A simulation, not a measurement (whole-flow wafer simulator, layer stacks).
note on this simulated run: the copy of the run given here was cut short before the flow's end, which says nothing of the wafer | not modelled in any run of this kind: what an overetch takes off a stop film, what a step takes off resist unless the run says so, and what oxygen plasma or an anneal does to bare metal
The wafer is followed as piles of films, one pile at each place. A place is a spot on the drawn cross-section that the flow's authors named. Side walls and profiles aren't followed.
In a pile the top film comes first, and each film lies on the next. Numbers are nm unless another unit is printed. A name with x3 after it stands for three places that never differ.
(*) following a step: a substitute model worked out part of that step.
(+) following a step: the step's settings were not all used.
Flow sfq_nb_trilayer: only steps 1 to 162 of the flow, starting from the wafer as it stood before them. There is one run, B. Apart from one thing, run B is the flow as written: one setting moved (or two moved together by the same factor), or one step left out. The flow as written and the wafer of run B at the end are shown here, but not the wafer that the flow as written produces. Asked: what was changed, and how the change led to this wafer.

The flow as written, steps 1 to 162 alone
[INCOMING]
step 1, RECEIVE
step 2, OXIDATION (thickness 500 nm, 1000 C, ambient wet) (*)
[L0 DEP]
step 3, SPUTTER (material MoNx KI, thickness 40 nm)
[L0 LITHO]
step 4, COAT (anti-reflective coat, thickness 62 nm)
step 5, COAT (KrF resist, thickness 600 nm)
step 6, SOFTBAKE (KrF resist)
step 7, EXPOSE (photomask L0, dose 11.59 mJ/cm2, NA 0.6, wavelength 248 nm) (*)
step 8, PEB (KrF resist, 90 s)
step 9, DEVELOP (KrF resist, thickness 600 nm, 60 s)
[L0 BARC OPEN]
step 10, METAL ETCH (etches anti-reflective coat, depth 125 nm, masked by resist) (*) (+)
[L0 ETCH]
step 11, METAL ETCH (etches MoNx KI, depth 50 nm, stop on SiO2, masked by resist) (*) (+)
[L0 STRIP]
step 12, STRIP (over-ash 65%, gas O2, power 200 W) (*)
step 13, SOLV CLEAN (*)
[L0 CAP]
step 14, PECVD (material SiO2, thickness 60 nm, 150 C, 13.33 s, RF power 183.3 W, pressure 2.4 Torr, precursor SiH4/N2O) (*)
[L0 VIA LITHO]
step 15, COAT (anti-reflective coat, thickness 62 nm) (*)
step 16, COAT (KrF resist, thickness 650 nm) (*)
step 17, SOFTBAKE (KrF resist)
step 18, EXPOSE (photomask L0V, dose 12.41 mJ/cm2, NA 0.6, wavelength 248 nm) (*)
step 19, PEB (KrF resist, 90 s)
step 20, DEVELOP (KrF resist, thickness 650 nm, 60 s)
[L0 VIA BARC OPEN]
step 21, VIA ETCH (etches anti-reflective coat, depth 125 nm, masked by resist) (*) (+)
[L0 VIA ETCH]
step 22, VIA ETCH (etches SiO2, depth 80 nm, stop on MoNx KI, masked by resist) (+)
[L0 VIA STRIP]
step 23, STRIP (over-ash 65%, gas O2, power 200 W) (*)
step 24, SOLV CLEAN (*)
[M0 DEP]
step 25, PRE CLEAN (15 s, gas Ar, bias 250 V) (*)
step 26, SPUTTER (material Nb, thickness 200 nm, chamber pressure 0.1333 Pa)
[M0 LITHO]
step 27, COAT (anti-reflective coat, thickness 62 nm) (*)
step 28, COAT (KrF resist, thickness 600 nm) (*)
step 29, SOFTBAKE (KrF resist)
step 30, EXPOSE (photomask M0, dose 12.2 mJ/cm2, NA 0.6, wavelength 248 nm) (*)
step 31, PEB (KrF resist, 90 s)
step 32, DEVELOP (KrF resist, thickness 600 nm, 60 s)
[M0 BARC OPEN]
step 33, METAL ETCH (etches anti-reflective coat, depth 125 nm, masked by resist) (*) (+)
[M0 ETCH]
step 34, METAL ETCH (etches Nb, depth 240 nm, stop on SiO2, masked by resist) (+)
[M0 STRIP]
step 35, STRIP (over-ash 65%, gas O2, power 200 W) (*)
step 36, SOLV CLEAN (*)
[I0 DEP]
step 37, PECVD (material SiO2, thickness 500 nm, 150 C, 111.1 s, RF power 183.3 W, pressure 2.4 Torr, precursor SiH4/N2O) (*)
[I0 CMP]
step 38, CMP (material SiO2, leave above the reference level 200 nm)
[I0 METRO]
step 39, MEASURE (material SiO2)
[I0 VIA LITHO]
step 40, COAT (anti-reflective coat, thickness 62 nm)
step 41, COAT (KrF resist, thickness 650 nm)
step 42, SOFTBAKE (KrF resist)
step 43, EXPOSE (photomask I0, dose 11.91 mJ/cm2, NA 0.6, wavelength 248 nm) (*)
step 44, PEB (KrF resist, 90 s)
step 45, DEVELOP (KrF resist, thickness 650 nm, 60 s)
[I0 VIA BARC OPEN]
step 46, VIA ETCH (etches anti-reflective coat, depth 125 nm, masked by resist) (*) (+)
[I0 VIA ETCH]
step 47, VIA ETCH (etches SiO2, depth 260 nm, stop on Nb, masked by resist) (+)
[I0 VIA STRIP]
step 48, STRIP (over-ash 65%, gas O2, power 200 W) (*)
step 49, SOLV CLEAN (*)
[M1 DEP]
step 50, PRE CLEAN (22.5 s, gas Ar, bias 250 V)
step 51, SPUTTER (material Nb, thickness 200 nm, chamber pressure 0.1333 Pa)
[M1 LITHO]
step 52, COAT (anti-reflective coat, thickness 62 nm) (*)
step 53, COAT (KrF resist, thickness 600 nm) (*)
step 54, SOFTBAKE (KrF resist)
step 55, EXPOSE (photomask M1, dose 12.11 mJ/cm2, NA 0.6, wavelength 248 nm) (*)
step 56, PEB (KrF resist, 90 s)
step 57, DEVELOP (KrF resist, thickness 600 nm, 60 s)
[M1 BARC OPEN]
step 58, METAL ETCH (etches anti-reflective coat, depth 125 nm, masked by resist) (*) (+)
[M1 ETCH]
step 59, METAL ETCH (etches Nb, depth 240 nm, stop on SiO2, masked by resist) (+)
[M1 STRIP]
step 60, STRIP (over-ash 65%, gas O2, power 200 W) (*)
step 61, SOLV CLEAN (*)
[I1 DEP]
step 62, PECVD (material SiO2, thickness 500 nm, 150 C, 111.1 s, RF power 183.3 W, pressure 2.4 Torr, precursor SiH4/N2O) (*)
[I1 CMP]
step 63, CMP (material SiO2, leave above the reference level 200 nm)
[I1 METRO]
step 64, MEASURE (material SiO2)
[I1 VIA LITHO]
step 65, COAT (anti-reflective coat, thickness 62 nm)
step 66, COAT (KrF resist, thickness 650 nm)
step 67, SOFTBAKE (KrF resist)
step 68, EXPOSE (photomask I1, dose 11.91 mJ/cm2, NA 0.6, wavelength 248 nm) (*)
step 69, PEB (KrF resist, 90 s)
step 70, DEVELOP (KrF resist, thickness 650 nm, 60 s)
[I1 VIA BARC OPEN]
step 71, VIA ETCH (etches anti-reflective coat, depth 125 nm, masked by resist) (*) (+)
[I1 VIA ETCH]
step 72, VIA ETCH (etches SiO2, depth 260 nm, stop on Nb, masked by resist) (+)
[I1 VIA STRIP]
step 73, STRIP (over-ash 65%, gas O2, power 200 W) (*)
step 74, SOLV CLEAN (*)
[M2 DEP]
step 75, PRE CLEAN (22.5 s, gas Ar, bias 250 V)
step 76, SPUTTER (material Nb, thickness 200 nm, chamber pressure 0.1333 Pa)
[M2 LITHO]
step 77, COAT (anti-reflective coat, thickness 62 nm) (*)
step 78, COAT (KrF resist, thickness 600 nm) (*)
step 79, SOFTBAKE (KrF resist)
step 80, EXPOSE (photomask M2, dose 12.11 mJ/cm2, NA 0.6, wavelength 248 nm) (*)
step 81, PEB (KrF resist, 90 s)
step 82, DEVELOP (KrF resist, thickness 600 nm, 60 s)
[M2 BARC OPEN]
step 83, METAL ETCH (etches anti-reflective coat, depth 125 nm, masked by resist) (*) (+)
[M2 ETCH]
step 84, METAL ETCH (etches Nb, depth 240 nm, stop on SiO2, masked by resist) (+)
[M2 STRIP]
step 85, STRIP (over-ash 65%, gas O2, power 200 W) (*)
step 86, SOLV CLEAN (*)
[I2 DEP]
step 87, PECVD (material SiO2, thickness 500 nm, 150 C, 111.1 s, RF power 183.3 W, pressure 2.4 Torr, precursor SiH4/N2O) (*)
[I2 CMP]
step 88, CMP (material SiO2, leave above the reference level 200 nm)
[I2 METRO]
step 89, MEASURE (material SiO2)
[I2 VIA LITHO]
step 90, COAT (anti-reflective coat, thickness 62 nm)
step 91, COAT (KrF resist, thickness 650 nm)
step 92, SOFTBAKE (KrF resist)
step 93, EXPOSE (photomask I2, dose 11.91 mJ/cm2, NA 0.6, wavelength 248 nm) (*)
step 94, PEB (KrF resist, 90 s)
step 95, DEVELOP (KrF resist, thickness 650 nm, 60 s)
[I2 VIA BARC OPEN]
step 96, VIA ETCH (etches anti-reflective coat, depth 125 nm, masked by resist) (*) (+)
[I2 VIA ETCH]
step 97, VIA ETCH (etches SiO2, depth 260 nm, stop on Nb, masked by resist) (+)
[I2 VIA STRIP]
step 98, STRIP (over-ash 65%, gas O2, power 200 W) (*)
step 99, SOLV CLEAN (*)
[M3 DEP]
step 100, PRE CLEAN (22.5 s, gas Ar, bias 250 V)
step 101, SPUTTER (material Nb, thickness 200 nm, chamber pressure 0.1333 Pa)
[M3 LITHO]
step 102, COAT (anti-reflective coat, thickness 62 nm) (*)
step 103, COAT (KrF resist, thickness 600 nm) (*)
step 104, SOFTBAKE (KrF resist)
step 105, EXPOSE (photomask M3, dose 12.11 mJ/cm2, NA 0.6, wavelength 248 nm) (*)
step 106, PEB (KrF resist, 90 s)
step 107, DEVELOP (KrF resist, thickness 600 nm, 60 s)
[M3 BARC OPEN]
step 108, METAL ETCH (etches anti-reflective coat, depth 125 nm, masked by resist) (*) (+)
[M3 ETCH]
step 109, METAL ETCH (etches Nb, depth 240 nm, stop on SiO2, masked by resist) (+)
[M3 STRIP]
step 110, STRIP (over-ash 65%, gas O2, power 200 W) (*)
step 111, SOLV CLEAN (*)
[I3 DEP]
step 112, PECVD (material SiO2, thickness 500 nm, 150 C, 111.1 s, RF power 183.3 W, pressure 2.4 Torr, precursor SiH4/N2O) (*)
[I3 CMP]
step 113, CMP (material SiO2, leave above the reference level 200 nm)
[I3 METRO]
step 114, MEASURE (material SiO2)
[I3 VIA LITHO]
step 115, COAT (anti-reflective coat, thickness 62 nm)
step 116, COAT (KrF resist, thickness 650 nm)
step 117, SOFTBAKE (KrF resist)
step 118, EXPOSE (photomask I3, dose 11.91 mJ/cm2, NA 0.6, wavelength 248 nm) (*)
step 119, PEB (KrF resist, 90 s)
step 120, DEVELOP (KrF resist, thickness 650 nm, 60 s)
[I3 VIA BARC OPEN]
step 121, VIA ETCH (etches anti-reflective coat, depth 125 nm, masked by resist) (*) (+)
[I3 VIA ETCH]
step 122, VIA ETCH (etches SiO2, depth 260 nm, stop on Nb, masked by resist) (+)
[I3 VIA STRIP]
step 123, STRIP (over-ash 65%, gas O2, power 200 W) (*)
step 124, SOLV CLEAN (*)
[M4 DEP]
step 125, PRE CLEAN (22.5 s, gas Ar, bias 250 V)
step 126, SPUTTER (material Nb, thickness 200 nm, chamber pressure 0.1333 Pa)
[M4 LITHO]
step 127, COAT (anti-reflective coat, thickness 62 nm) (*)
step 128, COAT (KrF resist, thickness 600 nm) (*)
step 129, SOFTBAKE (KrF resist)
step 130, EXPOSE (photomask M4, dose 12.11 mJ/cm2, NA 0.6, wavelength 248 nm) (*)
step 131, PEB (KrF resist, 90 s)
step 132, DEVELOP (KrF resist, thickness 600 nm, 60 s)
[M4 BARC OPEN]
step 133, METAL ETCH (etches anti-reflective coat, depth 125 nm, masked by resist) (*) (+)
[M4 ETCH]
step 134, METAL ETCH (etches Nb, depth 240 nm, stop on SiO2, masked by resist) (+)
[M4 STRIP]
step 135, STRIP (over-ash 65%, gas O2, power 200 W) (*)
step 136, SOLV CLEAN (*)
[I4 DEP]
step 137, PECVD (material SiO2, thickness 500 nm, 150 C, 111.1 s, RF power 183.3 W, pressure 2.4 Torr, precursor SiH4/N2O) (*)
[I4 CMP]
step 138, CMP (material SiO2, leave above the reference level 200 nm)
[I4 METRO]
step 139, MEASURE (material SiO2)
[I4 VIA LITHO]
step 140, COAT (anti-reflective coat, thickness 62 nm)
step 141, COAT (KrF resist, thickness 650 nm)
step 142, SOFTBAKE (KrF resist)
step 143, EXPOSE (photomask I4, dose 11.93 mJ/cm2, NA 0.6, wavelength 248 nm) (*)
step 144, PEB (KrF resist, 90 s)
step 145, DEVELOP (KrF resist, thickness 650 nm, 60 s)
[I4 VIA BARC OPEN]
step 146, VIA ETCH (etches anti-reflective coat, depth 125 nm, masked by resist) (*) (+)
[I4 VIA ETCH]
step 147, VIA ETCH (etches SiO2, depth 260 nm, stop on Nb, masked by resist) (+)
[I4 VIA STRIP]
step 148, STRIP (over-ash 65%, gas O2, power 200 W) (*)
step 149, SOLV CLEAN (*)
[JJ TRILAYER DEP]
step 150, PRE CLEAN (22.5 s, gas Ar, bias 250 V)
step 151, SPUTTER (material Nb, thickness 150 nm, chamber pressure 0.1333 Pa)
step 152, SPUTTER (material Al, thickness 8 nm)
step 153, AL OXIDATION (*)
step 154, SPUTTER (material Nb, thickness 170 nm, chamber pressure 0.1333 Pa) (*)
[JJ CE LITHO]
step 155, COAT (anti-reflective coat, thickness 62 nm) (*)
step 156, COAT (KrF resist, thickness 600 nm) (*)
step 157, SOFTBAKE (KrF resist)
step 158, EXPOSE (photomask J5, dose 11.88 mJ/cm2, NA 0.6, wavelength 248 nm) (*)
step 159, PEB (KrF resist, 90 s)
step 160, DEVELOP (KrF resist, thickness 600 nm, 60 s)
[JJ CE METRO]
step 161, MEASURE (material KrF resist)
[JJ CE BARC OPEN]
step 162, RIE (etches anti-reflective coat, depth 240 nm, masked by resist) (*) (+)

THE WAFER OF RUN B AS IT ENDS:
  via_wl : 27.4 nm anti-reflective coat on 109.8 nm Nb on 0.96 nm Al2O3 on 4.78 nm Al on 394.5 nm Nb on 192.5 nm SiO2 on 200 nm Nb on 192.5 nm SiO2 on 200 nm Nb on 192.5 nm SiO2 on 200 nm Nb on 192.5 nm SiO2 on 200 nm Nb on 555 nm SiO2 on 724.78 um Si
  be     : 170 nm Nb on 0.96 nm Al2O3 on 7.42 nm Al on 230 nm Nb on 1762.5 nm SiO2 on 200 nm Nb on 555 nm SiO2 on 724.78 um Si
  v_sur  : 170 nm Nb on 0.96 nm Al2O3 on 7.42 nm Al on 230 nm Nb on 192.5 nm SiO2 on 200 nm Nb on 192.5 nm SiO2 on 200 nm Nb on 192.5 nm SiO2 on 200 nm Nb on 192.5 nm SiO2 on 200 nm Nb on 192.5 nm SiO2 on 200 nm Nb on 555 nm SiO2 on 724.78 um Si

What caused this: step 151, SPUTTER: thickness 230 nm was run, whereas the flow has thickness 150 nm.
One can read it off the wafer: be has Nb 230, and step 151 as written asks for 150 nm.

The path from the change to this, step by step:
  step 151, SPUTTER (material Nb, thickness 150 nm, chamber pressure 0.1333 Pa)
      field_l, v_sur, via_sp and 100 more: +230 Nb (new film) (in the flow as written it would be: +150 Nb (new film))
      via_wl, via_w, via_wr: +201 Nb (in the flow as written it would be: +130.4 Nb)
  step 154, SPUTTER (material Nb, thickness 170 nm, chamber pressure 0.1333 Pa) (*)
      via_wl, via_wr: +109.8 Nb (new film) (in the flow as written it would be: +140.7 Nb (new film))
      via_w: +155.2 Nb (new film) (in the flow as written it would be: +141 Nb (new film))
  step 155, COAT (anti-reflective coat, thickness 62 nm) (*)
      via_wl, via_wr: +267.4 anti-reflective coat (new film) (in the flow as written it would be: +209.4 anti-reflective coat (new film))
      via_w: +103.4 anti-reflective coat (new film) (in the flow as written it would be: +97.4 anti-reflective coat (new film))
  step 156, COAT (KrF resist, thickness 600 nm) (*)
      via_wl: +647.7 KrF resist (new film) (in the flow as written it would be: +663 KrF resist (new film))
      via_wr: +647.9 KrF resist (new film) (in the flow as written it would be: +663.2 KrF resist (new film))
  step 160, DEVELOP (KrF resist, thickness 600 nm, 60 s)
      via_wl: -646.3 KrF resist (all of it) (in the flow as written it would be: -661.6 KrF resist (all of it))
      via_wr: -646.5 KrF resist (all of it) (in the flow as written it would be: -661.8 KrF resist (all of it))
  step 162, RIE (etches anti-reflective coat, depth 240 nm, masked by resist) (*) (+)
      via_wl, via_wr: -240 anti-reflective coat (in the flow as written it would be: -209.4 anti-reflective coat (all of it))
      ce_l, c5j, ce_r, wl_jj: -240 KrF resist (in the flow as written it would be: -209.4 KrF resist)
      (and at 1 other place as well)
